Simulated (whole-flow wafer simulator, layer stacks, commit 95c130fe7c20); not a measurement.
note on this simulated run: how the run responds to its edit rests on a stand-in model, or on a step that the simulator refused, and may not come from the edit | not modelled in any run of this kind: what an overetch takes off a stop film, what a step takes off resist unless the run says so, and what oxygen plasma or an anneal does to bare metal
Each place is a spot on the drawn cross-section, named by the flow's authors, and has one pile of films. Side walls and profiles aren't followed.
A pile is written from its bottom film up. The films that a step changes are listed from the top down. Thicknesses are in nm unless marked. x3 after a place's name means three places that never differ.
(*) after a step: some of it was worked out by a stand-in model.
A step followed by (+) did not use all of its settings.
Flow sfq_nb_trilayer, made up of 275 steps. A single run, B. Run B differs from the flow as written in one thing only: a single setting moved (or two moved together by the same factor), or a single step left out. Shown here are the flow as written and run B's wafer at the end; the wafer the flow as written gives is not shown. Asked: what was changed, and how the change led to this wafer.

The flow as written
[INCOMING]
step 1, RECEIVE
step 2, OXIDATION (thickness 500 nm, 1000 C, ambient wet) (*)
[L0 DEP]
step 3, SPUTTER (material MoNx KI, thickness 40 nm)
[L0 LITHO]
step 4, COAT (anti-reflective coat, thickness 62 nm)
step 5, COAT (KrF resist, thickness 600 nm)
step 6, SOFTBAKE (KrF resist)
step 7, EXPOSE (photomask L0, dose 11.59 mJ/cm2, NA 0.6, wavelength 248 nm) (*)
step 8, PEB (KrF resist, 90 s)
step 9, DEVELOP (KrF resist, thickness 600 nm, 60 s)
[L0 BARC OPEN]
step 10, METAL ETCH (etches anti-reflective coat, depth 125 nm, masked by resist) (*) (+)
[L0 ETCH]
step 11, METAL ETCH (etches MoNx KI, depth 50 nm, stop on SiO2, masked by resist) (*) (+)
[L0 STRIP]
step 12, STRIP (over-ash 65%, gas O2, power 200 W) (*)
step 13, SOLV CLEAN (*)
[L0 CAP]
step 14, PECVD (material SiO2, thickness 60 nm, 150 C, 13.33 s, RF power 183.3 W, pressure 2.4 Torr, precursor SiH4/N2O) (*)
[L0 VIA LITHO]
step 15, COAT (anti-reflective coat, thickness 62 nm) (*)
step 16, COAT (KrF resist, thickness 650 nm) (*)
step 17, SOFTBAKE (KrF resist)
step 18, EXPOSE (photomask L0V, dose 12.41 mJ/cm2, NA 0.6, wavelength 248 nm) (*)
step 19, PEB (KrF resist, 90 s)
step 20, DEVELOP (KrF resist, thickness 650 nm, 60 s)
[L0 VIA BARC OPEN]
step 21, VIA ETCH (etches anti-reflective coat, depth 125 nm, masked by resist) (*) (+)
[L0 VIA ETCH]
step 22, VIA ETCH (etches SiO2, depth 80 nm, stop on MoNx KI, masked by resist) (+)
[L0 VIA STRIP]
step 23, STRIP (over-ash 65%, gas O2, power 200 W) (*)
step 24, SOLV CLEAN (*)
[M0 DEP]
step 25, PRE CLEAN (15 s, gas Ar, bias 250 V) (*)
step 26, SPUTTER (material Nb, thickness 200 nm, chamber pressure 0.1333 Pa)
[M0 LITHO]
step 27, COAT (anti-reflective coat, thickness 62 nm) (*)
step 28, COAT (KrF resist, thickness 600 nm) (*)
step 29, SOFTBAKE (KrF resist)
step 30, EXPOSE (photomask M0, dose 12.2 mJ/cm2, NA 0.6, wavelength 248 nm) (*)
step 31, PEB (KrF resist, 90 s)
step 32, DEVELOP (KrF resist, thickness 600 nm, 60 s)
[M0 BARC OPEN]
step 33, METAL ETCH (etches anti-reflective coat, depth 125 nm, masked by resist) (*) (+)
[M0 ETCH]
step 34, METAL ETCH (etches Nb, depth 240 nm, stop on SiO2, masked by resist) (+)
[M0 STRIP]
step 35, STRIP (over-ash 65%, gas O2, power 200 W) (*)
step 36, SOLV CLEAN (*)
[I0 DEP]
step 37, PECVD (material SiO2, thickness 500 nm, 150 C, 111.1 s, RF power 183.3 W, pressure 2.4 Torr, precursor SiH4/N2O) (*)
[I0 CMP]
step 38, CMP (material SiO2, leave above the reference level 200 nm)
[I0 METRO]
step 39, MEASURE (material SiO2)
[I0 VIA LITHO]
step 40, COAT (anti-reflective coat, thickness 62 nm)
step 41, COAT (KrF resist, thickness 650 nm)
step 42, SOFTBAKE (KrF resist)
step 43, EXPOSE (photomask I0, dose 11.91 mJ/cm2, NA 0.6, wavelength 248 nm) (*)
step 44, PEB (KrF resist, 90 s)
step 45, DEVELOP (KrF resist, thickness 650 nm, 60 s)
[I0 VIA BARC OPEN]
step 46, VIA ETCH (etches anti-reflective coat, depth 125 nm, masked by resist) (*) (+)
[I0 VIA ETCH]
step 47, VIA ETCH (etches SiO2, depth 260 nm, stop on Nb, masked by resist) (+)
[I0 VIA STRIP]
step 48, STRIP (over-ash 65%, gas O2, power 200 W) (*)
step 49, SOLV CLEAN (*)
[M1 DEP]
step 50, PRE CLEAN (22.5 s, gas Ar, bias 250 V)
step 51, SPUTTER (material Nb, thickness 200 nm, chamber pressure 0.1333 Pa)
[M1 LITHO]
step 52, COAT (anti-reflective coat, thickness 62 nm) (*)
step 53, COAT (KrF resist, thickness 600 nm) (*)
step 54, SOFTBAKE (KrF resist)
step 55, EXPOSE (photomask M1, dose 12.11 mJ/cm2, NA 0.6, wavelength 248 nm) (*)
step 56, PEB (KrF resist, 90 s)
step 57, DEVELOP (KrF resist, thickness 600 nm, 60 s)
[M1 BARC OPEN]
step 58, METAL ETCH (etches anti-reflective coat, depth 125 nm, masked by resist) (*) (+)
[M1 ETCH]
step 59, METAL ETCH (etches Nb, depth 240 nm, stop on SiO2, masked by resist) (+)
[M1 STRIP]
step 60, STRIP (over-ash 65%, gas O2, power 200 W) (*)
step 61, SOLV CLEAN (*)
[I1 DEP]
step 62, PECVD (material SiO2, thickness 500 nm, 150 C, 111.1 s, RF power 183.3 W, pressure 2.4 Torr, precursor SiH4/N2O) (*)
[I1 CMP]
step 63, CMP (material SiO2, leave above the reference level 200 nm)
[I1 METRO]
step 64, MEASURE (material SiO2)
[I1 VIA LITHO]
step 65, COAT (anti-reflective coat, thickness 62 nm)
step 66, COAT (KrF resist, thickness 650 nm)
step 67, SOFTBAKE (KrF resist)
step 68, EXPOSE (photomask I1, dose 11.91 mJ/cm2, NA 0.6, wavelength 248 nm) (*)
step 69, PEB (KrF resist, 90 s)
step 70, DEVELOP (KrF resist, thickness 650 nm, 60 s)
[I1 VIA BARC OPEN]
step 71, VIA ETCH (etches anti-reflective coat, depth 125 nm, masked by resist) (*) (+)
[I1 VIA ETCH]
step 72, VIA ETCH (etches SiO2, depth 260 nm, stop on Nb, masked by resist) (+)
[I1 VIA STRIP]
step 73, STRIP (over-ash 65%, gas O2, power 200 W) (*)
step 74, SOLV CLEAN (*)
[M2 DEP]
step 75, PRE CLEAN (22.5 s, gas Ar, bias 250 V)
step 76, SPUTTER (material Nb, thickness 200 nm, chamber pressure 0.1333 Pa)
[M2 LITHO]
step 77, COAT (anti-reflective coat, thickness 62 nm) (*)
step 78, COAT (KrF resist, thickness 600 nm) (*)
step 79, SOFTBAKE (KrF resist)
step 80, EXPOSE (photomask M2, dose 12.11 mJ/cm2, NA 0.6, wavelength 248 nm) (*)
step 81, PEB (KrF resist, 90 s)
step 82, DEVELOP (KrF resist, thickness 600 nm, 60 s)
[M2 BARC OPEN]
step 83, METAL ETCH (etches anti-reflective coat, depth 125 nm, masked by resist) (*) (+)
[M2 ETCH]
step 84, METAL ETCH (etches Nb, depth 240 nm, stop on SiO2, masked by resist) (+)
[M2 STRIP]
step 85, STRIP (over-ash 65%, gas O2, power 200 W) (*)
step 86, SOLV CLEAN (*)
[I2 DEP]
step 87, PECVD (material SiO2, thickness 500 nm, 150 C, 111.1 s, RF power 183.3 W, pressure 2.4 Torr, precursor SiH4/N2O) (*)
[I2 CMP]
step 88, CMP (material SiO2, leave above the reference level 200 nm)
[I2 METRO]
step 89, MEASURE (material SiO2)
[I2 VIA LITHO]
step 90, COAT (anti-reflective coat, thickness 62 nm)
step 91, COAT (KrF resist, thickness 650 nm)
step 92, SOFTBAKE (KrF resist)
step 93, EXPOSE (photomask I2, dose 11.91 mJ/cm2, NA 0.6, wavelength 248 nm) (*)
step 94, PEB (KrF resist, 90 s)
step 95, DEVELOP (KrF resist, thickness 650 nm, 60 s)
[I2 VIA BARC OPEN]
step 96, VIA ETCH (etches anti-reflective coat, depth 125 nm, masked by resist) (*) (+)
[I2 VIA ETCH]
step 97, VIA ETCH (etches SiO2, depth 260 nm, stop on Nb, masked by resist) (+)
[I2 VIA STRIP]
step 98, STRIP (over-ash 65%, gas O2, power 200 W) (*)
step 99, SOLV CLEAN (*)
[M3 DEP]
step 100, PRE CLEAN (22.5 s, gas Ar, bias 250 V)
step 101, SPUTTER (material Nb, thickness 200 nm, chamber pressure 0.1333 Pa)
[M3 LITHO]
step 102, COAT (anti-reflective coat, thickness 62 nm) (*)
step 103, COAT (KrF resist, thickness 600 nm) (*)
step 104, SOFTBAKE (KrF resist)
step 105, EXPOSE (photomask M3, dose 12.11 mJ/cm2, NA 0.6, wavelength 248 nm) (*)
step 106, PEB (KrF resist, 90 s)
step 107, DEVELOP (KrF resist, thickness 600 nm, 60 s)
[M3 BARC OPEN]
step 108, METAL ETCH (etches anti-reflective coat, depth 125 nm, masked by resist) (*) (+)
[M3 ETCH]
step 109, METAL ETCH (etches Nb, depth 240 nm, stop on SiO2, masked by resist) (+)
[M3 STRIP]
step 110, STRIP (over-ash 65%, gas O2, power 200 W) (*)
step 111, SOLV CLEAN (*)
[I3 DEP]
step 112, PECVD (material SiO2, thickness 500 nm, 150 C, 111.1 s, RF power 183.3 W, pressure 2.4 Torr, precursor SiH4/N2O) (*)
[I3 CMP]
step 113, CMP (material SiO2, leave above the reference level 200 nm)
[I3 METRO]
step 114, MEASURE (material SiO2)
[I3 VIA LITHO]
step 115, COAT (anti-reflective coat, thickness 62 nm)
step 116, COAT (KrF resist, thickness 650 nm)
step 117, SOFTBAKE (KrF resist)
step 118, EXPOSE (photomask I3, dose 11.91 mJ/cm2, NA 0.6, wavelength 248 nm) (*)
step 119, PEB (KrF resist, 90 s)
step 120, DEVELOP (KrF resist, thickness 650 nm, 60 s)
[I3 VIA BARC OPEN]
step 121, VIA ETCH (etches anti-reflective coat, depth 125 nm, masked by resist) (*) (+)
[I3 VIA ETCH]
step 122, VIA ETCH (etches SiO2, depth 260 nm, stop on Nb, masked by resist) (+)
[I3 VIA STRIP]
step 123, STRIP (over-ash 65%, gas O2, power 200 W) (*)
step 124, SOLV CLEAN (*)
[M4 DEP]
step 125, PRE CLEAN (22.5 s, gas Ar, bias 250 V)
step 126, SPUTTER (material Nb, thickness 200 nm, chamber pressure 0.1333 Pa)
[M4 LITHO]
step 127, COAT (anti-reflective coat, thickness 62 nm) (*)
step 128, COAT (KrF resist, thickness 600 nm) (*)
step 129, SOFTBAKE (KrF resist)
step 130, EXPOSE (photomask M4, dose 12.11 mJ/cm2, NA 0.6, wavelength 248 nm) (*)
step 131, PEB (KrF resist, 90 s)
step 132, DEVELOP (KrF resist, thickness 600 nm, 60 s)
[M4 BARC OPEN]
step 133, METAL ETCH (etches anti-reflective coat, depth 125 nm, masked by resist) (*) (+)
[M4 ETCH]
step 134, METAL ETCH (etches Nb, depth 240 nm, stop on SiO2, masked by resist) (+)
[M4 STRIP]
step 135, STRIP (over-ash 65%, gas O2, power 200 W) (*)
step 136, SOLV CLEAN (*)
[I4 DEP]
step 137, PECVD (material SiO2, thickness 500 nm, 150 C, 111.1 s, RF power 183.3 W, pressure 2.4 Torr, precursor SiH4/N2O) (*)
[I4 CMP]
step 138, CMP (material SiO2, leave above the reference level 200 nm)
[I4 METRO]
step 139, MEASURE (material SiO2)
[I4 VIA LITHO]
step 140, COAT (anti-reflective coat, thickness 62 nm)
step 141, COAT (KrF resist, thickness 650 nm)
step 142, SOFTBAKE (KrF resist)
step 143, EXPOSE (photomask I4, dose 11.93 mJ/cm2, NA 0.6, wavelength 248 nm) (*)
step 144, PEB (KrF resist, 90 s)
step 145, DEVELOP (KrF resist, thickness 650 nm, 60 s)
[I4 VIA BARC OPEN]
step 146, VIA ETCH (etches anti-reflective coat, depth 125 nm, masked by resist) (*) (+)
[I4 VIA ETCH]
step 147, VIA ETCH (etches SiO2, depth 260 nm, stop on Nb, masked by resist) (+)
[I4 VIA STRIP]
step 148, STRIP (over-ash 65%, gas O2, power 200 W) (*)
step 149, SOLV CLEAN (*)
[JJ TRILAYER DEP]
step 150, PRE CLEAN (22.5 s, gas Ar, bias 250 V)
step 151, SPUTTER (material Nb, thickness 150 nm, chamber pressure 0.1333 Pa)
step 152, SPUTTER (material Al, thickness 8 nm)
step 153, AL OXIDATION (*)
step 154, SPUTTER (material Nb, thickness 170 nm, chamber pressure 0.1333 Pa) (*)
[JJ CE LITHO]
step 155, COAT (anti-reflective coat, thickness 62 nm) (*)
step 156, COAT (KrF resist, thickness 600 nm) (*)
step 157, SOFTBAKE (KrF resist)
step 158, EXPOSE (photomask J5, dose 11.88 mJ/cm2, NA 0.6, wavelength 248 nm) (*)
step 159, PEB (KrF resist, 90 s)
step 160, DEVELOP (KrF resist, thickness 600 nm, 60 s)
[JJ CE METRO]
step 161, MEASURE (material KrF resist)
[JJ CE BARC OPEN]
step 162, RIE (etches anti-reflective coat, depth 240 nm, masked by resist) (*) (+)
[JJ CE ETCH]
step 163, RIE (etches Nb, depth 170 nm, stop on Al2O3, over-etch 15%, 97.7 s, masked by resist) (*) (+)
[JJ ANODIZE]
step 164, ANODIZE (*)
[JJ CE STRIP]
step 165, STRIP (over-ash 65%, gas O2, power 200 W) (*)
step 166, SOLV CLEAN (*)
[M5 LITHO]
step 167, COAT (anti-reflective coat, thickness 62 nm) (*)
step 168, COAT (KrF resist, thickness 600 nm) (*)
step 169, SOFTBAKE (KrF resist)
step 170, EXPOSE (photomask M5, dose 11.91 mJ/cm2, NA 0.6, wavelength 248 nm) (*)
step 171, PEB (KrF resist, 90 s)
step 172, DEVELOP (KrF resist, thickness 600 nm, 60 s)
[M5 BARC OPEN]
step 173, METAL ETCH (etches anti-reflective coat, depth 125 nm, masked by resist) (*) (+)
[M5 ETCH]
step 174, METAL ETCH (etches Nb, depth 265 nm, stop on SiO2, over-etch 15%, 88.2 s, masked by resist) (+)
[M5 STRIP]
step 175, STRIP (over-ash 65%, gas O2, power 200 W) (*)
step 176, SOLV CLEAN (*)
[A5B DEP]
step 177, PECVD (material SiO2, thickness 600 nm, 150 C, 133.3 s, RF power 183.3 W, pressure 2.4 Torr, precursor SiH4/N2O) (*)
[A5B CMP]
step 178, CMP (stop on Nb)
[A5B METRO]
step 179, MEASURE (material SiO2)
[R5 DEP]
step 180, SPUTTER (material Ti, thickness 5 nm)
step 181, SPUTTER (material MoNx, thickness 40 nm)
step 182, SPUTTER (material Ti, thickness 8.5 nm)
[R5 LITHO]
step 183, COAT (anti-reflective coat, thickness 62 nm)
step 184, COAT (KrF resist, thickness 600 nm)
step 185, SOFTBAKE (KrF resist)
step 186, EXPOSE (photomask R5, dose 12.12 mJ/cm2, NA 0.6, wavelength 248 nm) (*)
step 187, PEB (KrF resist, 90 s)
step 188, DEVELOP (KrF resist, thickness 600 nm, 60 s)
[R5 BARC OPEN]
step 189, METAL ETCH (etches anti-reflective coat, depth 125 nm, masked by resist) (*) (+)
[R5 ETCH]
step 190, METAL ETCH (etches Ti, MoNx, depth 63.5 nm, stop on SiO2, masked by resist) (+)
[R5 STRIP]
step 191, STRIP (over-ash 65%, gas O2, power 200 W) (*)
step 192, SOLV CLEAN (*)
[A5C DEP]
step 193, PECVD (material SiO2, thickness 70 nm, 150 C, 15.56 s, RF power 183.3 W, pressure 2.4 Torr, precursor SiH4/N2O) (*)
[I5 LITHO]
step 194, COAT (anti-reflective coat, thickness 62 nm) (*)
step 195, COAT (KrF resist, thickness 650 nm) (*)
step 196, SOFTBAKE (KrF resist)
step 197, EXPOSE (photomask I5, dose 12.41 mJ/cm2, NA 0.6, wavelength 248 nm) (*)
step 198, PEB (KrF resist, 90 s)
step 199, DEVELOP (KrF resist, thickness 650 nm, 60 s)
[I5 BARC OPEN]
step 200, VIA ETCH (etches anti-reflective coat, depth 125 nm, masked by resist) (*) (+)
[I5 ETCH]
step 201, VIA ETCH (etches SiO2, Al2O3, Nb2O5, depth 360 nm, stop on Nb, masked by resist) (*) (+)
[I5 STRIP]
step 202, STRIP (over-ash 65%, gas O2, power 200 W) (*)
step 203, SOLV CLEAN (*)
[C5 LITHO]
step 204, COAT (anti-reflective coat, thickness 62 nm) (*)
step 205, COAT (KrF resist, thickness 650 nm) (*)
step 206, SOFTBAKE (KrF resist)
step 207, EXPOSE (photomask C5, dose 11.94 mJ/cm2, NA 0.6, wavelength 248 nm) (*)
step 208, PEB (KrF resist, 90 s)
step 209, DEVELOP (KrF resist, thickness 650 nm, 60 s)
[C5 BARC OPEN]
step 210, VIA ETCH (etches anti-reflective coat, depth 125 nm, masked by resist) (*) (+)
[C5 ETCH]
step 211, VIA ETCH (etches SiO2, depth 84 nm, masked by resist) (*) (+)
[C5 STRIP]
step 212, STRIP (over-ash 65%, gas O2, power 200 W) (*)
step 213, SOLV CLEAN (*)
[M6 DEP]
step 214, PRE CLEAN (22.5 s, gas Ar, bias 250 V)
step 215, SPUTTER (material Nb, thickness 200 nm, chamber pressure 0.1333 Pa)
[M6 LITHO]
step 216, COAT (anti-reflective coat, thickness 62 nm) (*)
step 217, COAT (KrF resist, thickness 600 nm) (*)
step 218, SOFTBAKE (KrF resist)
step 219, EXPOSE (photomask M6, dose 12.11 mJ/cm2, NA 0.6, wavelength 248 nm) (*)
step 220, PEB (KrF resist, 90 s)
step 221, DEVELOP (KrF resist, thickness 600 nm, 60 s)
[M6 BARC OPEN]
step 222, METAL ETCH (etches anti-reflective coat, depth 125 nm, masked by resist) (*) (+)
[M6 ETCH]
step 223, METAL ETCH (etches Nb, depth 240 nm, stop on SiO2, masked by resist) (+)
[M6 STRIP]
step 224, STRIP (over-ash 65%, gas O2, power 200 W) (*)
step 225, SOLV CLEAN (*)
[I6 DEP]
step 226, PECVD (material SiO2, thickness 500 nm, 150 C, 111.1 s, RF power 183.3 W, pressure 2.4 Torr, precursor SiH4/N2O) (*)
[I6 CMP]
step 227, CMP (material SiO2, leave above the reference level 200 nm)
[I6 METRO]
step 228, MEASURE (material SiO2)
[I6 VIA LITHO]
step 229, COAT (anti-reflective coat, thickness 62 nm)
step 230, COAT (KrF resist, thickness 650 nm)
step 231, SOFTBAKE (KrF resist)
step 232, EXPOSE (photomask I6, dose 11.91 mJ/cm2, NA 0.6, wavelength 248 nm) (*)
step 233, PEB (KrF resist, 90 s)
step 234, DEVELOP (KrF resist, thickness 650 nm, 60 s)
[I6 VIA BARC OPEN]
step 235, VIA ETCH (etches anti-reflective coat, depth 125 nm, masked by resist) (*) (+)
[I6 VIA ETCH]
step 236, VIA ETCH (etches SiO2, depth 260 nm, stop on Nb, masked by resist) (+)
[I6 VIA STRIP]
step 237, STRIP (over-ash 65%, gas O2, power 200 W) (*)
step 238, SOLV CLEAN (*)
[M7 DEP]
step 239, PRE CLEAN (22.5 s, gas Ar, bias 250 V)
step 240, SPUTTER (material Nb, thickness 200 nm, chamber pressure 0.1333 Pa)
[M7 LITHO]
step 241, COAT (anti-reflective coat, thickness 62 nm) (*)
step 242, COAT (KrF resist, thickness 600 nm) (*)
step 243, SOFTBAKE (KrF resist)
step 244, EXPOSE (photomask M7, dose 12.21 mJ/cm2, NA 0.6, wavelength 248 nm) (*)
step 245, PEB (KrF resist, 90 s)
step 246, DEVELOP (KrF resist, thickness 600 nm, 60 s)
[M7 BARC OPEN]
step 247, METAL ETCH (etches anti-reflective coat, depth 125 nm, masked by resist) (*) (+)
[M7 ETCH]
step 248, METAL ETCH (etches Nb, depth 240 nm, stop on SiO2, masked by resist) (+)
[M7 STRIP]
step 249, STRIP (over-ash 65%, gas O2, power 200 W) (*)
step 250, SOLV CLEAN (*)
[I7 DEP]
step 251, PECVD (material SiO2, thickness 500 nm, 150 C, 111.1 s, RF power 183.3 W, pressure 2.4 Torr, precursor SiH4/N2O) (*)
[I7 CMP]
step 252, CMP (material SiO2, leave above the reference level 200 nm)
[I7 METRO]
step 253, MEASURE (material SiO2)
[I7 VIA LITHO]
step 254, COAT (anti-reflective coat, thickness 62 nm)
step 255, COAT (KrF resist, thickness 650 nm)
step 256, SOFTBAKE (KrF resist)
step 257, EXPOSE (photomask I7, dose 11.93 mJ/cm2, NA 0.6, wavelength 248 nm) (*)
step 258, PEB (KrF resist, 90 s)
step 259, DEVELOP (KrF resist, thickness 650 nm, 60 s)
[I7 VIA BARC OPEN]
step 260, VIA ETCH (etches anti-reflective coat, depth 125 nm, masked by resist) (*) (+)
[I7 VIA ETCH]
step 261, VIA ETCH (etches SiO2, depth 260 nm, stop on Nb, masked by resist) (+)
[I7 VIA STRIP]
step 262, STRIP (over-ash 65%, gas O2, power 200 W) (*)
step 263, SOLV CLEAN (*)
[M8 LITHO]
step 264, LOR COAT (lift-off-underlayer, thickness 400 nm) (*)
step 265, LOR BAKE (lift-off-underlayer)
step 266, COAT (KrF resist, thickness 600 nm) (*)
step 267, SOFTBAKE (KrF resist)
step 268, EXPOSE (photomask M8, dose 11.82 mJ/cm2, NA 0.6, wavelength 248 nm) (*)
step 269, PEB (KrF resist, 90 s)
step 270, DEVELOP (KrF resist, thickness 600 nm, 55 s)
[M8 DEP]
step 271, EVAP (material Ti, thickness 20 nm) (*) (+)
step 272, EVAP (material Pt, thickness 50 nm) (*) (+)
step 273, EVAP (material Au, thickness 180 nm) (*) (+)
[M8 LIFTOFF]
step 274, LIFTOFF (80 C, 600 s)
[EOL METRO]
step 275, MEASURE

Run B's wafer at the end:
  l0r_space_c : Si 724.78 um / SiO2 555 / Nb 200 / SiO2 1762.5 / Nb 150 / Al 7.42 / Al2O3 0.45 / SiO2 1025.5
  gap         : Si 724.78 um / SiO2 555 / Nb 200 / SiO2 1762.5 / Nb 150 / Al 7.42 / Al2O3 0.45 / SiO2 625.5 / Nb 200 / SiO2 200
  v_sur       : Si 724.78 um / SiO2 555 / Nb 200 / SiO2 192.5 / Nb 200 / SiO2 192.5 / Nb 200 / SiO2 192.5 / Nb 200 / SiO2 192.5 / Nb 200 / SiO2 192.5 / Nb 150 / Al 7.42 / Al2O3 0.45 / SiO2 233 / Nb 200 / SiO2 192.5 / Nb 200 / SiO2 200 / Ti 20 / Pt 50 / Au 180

What caused this: step 164, ANODIZE (*), was omitted.

How this came from the change, step by step:
  step 167, COAT (anti-reflective coat, thickness 62 nm) (*)
      wl_j_sl, wl_j_sr: +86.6 anti-reflective coat (new film) (it would be, as written: +83.3 anti-reflective coat (new film))
      via_wl: +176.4 anti-reflective coat (new film) (it would be, as written: +170.5 anti-reflective coat (new film))
      (as well as at 7 more places)
  step 168, COAT (KrF resist, thickness 600 nm) (*)
      ce_l: +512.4 KrF resist (new film) (it would be, as written: +528.3 KrF resist (new film))
      c5j: +493.7 KrF resist (new film) (it would be, as written: +507.6 KrF resist (new film))
      (as well as at 2 more places)
  step 174, METAL ETCH (etches Nb, depth 265 nm, stop on SiO2, over-etch 15%, 88.2 s, masked by resist) (+)
      r_sur, res, r_end and 48 more: -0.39 Al2O3 (all of it), -7.42 Al (all of it), -150 Nb (all of it) (it would be, as written: -12.6 Al2O3 (all of it), -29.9 Nb2O5 (all of it), -139.2 Nb (all of it), -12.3 SiO2)
      field_l, wl_a_sl: -0.38 Al2O3 (all of it), -7.42 Al (all of it), -150 Nb (all of it) (it would be, as written: -12.6 Al2O3 (all of it), -29.9 Nb2O5 (all of it), -139.2 Nb (all of it), -12.3 SiO2)
  step 175, STRIP (over-ash 65%, gas O2, power 200 W) (*)
      via_wl: -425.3 KrF resist (all of it), -176.4 anti-reflective coat (all of it) (it would be, as written: -427 KrF resist (all of it), -170.5 anti-reflective coat (all of it))
      via_wr: -425.9 KrF resist (all of it), -176.4 anti-reflective coat (all of it) (it would be, as written: -427.6 KrF resist (all of it), -170.6 anti-reflective coat (all of it))
      (as well as at 8 more places)
  step 178, CMP (stop on Nb)
      v_sur, via_sp, via_v and 43 more: -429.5 SiO2 (it would be, as written: -453.5 SiO2)
      field_l, p4_fl, p4_fm and 39 more: -271.6 SiO2 (it would be, as written: -259.3 SiO2)
      (as well as at 14 more places)
  step 201, VIA ETCH (etches SiO2, Al2O3, Nb2O5, depth 360 nm, stop on Nb, masked by resist) (*) (+)
      be: -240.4 SiO2 (all of it), -0.45 Al2O3 (all of it), -7.42 Al (all of it) (it would be, as written: -216.4 SiO2 (all of it), -12.7 Al2O3 (all of it), -29.9 Nb2O5 (all of it))
